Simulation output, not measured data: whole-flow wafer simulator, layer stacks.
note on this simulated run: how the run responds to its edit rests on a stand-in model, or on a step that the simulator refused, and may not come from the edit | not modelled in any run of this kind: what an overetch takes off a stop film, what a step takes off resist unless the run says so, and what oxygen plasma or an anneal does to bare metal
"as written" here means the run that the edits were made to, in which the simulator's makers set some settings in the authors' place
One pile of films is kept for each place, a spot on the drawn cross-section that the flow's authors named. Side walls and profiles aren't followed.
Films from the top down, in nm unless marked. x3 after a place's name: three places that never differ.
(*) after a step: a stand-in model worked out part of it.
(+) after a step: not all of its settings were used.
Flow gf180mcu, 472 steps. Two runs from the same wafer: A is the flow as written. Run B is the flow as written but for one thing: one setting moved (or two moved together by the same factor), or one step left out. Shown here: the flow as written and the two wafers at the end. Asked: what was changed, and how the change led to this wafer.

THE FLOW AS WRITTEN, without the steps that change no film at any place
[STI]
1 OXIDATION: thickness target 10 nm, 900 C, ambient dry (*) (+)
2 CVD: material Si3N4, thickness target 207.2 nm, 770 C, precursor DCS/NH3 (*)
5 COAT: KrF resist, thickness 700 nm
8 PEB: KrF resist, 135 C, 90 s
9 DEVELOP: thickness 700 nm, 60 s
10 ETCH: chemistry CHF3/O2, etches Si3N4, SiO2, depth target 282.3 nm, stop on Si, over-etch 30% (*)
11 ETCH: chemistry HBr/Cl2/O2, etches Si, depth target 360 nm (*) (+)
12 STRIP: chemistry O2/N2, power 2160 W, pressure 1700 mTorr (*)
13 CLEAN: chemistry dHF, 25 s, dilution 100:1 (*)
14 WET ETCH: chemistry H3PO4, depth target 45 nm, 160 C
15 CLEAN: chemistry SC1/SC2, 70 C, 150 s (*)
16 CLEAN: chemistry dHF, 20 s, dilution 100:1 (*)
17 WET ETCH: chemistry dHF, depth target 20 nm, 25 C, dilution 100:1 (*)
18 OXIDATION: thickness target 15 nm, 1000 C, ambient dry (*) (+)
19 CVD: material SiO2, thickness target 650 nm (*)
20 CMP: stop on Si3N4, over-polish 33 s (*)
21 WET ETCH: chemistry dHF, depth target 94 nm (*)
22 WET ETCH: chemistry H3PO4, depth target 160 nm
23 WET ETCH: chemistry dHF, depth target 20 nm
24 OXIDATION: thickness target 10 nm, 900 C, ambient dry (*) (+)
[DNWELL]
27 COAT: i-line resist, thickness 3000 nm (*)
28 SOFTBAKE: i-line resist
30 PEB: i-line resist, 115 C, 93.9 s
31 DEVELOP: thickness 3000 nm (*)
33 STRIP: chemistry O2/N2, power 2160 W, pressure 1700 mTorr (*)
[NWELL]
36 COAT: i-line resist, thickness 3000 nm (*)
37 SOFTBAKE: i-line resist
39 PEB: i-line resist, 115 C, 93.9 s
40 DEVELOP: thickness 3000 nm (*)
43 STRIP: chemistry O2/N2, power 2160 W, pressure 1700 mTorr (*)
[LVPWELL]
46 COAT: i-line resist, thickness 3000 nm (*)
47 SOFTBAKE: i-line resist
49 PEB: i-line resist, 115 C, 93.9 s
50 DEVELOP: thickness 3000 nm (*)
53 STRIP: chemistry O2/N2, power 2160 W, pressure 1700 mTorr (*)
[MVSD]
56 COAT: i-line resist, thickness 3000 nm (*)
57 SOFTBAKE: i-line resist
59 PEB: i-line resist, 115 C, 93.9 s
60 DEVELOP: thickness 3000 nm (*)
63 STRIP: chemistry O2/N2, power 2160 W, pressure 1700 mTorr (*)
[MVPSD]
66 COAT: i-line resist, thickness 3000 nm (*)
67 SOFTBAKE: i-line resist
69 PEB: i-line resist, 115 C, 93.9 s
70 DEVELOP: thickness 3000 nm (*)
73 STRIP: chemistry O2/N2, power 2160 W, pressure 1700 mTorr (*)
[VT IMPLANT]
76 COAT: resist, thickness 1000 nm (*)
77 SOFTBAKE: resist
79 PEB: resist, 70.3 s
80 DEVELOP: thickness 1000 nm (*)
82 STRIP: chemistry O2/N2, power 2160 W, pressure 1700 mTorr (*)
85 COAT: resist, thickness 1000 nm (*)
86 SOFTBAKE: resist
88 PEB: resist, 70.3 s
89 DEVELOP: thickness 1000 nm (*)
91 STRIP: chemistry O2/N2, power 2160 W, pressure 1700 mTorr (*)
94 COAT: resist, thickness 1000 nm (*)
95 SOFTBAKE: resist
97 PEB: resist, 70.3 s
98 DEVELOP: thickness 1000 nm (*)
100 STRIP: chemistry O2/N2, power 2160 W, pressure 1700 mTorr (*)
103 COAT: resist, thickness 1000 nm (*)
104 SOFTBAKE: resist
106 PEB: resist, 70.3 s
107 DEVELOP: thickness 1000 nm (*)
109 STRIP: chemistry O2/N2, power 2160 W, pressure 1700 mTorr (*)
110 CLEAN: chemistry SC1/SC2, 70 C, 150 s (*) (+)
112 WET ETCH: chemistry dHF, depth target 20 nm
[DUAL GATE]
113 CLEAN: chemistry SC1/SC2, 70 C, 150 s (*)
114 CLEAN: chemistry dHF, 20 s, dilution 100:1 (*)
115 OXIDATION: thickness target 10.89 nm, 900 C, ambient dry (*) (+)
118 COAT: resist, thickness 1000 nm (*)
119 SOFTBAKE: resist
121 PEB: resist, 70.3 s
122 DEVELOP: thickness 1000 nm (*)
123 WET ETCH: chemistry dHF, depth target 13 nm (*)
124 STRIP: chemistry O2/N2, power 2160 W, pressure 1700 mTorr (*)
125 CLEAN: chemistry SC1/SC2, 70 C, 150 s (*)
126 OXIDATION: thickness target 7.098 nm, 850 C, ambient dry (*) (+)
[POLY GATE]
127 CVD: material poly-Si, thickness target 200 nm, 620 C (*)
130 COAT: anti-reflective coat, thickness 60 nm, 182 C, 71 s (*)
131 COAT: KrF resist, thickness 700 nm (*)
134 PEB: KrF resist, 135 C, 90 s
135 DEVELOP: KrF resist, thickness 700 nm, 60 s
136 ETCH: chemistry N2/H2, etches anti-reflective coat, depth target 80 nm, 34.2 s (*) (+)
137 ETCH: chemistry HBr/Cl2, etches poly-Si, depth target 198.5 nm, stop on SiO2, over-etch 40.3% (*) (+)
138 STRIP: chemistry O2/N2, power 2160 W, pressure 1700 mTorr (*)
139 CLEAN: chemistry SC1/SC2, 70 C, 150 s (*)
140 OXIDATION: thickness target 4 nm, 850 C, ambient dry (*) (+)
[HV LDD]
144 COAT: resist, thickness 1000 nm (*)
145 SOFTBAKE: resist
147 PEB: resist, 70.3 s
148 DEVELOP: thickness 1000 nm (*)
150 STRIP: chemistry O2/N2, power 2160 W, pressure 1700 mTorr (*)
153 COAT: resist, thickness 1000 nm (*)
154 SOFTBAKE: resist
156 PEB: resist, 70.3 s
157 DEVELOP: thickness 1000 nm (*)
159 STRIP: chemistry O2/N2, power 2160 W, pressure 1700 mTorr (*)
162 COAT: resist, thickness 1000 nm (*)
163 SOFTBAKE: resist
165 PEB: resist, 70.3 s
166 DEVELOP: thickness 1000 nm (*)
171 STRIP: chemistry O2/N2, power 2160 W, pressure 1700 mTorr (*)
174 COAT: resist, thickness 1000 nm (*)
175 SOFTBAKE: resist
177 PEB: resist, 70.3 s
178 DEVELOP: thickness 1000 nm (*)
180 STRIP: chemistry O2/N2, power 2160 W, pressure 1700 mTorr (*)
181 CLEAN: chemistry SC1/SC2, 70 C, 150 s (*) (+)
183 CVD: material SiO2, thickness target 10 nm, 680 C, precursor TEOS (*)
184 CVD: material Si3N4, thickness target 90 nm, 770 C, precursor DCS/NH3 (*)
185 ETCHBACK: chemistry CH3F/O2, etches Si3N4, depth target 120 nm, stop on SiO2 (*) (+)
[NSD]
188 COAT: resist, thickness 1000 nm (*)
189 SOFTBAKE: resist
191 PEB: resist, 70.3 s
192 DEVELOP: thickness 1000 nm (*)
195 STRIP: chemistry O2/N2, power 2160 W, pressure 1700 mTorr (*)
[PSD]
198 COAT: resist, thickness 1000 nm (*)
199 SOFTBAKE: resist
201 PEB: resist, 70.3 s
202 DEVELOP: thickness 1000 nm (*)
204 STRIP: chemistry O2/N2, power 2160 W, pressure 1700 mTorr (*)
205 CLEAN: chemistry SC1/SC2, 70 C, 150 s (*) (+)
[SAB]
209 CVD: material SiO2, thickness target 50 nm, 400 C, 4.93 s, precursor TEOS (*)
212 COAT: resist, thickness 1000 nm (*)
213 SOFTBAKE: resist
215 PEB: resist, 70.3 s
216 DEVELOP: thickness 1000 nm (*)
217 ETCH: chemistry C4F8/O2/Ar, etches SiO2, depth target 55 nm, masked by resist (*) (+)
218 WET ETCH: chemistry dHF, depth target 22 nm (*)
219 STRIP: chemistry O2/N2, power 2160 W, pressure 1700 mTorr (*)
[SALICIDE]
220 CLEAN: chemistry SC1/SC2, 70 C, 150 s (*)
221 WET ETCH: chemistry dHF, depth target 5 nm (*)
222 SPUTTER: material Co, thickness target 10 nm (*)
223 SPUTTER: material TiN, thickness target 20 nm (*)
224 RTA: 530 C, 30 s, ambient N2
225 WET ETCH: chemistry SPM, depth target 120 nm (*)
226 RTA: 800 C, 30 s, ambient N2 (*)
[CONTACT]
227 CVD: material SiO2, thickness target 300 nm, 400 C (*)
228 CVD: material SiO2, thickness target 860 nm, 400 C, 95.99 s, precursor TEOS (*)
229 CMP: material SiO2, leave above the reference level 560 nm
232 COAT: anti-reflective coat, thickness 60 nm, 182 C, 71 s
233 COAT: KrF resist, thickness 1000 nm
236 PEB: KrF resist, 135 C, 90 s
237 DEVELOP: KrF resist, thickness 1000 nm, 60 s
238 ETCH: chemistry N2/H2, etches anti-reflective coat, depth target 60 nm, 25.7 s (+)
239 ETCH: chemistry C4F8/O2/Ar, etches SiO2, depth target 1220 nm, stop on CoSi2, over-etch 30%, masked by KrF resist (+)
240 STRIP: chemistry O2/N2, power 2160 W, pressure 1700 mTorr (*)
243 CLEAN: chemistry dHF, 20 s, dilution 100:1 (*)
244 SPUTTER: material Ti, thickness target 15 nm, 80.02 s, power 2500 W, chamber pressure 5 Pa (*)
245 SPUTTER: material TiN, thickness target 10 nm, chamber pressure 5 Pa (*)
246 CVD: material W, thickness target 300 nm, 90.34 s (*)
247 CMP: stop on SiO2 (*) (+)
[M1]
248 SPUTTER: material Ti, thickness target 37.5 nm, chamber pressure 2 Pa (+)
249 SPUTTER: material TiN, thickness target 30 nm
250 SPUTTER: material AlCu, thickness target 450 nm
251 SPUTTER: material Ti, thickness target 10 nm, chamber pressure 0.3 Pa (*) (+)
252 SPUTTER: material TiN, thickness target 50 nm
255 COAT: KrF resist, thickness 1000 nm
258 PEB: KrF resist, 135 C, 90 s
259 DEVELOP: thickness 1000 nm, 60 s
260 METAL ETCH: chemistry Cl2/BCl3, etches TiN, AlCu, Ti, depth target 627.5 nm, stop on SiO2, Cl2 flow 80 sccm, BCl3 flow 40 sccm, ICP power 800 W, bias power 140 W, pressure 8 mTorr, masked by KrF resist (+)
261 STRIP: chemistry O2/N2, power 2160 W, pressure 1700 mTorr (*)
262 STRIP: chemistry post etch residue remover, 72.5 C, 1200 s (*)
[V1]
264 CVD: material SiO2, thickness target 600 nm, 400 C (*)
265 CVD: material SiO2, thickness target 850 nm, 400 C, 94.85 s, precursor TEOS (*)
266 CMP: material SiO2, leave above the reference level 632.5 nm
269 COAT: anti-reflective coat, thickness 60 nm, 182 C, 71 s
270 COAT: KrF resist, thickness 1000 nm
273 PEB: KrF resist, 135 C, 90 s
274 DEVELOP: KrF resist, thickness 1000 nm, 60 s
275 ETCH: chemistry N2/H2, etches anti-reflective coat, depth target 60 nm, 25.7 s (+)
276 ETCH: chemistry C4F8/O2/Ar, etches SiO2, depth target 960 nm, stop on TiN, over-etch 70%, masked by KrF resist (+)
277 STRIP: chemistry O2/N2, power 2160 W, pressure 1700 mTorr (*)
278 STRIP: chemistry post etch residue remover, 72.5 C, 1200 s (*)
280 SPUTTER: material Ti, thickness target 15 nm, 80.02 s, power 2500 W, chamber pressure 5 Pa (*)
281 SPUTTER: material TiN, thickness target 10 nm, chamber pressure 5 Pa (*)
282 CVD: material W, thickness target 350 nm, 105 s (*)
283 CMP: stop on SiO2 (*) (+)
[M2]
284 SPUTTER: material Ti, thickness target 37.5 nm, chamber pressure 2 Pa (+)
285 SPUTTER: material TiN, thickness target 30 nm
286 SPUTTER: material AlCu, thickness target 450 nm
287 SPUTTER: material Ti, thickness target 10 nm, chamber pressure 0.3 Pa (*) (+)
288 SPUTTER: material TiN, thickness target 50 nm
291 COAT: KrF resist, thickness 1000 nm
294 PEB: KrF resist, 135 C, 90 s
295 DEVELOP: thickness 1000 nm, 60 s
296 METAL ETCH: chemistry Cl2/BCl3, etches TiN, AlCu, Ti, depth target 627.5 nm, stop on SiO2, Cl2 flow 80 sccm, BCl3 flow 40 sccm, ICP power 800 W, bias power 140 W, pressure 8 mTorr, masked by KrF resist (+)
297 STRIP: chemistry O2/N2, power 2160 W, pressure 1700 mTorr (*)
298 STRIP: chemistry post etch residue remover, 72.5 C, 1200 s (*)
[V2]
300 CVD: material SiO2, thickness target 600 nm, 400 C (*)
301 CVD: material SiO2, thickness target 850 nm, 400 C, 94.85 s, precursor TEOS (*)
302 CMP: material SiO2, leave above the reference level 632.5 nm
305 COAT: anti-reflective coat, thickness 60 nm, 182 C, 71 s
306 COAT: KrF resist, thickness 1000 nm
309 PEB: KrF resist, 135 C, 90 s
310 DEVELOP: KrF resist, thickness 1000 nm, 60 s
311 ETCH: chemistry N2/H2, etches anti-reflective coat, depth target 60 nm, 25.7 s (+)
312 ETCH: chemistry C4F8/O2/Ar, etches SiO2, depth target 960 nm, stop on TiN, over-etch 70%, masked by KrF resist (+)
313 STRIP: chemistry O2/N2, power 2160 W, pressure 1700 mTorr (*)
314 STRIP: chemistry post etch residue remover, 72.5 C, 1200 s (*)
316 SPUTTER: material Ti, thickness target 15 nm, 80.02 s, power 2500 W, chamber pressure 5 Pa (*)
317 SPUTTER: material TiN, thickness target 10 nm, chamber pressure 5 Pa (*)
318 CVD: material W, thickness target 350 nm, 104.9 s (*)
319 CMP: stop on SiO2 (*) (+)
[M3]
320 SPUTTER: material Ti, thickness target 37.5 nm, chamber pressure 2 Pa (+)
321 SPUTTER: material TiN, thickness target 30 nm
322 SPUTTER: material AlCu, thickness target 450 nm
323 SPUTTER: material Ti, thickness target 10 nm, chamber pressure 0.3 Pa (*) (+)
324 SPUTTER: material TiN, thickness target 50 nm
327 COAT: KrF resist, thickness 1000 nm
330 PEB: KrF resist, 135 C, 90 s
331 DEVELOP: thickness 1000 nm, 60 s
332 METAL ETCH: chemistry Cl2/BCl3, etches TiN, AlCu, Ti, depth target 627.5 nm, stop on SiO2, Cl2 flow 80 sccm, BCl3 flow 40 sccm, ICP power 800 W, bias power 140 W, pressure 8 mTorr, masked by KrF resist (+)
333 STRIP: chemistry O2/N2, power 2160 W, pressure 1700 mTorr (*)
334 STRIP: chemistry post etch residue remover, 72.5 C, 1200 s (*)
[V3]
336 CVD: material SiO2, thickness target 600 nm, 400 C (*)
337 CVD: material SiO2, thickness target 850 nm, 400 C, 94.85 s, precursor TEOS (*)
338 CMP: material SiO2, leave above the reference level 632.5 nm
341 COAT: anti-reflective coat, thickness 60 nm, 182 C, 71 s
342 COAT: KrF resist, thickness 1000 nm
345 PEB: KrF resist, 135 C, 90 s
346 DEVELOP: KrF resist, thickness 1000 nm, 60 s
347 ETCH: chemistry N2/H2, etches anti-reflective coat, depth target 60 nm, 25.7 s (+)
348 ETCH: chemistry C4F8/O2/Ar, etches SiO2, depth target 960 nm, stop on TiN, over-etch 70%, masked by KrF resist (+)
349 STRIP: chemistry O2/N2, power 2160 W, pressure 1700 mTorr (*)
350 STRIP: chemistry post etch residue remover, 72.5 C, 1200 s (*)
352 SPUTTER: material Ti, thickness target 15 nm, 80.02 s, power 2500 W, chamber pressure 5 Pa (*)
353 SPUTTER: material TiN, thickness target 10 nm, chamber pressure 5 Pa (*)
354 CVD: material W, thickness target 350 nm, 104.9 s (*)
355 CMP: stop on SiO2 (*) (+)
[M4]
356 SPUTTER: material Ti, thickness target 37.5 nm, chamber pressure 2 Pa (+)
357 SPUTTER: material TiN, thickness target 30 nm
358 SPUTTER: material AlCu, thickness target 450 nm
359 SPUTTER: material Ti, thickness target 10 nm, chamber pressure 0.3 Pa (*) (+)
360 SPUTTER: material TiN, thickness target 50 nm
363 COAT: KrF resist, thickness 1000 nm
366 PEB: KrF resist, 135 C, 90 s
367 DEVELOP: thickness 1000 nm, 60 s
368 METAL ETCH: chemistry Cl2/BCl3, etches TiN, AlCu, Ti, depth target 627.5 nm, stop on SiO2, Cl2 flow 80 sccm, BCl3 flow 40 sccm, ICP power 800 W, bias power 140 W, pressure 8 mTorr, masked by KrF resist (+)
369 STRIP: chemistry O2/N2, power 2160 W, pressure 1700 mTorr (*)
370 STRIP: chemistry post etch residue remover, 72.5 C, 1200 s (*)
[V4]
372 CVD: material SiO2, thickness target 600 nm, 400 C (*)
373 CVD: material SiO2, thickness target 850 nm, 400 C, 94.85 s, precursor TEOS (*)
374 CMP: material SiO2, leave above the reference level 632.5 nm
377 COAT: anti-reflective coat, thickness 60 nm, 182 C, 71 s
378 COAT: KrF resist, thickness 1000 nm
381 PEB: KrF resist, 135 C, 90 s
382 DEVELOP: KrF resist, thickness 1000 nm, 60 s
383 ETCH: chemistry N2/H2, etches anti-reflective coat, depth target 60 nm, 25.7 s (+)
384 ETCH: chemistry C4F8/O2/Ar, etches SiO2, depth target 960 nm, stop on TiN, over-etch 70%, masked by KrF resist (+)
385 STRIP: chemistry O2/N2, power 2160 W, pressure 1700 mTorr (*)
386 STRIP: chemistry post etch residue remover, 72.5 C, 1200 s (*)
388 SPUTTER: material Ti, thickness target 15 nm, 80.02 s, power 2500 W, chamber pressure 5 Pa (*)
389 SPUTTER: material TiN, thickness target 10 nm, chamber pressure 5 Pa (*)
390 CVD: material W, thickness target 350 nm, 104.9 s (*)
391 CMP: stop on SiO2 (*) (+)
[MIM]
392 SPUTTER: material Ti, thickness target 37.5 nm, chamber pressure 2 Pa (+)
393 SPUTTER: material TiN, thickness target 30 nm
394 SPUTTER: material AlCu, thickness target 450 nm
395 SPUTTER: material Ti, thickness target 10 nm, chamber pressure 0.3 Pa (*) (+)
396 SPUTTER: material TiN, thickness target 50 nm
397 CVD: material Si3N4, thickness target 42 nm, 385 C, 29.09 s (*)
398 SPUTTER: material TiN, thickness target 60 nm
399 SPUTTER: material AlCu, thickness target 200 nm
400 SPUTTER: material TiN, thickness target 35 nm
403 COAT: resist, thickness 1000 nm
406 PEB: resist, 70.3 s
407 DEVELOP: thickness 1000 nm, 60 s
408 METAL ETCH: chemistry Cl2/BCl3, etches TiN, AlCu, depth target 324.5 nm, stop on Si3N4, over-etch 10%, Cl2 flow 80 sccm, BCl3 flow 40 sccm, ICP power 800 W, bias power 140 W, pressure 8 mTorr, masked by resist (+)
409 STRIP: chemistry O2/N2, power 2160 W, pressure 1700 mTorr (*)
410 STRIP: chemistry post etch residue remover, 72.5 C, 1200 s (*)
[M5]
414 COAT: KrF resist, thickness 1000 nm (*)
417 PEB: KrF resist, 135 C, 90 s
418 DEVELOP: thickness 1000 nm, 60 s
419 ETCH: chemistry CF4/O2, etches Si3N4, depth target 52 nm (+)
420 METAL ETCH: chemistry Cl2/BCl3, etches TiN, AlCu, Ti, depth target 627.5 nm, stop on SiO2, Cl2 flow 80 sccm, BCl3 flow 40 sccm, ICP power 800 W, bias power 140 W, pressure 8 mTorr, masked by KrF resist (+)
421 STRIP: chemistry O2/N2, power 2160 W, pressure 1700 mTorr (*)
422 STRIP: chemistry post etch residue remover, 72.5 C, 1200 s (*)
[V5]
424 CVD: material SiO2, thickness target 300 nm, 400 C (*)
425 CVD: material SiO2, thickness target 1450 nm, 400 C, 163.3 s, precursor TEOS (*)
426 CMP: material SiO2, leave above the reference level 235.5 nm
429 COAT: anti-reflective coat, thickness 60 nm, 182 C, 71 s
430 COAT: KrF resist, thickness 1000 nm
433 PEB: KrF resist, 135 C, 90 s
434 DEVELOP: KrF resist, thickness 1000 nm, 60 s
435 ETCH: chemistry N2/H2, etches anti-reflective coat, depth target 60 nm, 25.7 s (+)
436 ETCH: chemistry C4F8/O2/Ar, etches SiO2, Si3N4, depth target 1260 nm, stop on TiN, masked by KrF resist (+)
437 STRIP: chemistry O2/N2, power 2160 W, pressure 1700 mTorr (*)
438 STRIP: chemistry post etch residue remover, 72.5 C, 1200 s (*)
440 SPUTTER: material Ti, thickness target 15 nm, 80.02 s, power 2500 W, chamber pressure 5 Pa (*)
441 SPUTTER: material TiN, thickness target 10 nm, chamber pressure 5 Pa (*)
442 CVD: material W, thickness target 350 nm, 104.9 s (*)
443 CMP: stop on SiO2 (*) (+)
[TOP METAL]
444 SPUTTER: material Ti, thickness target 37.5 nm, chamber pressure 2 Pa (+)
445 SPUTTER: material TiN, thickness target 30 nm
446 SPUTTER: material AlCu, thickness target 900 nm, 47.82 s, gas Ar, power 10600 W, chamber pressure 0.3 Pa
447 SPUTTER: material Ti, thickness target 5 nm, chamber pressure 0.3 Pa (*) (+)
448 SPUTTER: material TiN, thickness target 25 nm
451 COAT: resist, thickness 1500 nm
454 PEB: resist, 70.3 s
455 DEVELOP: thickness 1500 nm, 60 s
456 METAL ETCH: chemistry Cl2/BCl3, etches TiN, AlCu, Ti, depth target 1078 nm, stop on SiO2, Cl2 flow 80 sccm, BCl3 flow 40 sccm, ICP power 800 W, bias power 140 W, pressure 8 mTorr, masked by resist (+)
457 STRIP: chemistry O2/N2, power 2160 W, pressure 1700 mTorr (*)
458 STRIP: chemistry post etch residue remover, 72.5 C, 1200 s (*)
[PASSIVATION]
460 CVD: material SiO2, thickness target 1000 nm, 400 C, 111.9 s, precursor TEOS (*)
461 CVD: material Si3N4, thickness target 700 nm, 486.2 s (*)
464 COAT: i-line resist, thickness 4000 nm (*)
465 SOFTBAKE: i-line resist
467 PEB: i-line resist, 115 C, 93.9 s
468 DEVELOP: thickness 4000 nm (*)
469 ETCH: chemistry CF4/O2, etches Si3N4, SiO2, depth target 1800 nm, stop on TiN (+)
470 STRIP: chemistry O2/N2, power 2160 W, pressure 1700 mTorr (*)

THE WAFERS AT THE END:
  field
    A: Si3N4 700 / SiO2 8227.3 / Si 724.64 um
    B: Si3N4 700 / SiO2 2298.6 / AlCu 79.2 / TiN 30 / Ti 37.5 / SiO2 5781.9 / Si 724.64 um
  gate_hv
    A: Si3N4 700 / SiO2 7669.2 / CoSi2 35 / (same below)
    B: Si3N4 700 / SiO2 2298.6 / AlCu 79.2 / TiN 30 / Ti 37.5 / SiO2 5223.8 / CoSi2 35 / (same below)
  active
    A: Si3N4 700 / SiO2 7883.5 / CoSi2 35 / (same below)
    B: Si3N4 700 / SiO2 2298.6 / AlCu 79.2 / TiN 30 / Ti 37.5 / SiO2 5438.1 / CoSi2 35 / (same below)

The cause: step 420, METAL ETCH: depth target 423.6 nm was run, where the flow has depth target 627.5 nm.

How the change led to this, step by step:
  420 METAL ETCH: chemistry Cl2/BCl3, etches TiN, AlCu, Ti, depth target 627.5 nm, stop on SiO2, Cl2 flow 80 sccm, BCl3 flow 40 sccm, ICP power 800 W, bias power 140 W, pressure 8 mTorr, masked by KrF resist (+)
      field, field__w1, field__w2 and 101 more: A TiN -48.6 (all of it), Ti -10 (all of it), AlCu -450 (all of it), TiN -30 (all of it), Ti -37.5 (all of it) | B TiN -48.6 (all of it), Ti -10 (all of it), AlCu -365
      field__w4, field__w8, contact, m1, m1__w1, mim, mim_1p0, m1_nw: A KrF resist -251 | B KrF resist -169.4
  421 STRIP: chemistry O2/N2, power 2160 W, pressure 1700 mTorr (*)
      field__w8, m1__w1: A KrF resist -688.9 (all of it) | B KrF resist -770.4 (all of it)
      contact, m1: A KrF resist -689.3 (all of it) | B KrF resist -770.9 (all of it)
      (and at 4 more places)
  422 STRIP: chemistry post etch residue remover, 72.5 C, 1200 s (*)
      field, field__w1, field__w2 and 101 more: A nothing | B AlCu -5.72
  424 CVD: material SiO2, thickness target 300 nm, 400 C (*)
      field, field__w1, field__w2 and 101 more: A SiO2 +300 | B SiO2 +300 (new film)
  426 CMP: material SiO2, leave above the reference level 235.5 nm
      field, field__w1, field__w5 and 92 more: A SiO2 -300.8 | B SiO2 -447.6
      field__w2, field__w3, field__w12 and 6 more: A SiO2 -272.7 | B SiO2 -426.1
Counting metal films that touch as one body, field has 1 body; the flow as written gives 0 bodies.
Counting metal films that touch as one body, gate_hv has 2 bodies (between them, from the top down: SiO2 5223.8); the flow as written gives 1 body.
Counting metal films that touch as one body, active has 2 bodies (between them, from the top down: SiO2 5438.1); the flow as written gives 1 body.
